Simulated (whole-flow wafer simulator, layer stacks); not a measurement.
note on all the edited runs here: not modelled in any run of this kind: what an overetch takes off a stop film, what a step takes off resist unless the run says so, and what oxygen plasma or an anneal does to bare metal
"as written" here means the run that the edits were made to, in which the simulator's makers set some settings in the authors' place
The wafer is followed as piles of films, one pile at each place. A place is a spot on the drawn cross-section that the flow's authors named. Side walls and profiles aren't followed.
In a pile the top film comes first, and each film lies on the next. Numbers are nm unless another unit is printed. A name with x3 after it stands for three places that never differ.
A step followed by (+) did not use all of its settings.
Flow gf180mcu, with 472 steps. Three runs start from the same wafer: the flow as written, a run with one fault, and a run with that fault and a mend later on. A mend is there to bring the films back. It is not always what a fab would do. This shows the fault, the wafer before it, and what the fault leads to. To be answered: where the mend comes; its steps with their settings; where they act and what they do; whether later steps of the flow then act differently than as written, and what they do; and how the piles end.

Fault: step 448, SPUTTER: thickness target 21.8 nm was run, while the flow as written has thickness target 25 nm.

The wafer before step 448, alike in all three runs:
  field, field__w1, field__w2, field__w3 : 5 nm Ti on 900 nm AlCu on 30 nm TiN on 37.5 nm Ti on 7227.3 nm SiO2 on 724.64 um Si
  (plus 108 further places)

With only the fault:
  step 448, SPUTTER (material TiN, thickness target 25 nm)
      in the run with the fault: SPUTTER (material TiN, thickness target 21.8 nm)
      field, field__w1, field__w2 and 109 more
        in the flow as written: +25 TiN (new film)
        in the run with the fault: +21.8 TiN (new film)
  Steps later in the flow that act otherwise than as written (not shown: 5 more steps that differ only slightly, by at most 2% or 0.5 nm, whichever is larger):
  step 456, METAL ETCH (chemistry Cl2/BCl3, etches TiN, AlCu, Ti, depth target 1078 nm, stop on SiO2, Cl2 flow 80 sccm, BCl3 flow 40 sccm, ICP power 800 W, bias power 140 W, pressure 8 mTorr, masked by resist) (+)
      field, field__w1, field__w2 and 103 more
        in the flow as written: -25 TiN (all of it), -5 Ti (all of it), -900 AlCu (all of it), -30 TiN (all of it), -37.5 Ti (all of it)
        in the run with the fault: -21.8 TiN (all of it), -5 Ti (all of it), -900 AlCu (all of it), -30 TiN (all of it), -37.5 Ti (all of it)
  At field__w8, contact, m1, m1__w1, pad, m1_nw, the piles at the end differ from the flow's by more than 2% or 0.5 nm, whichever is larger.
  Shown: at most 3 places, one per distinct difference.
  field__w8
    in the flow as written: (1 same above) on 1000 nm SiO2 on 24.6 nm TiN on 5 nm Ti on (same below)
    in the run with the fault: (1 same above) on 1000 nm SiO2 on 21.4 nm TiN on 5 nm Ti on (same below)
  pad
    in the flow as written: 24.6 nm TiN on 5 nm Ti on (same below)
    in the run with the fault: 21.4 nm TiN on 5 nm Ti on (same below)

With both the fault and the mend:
  The mend stands after step 448.
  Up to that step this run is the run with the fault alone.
  step 448a, SPUTTER (material TiN, thickness target 3.2 nm) (the flow's step 448, run once more with other settings)
      field, field__w1, field__w2 and 109 more
        +3.2 TiN
  Every later step of the flow that is run acts as written at every place that is followed.
  At every place that both follow, the piles at the end match the flow's.
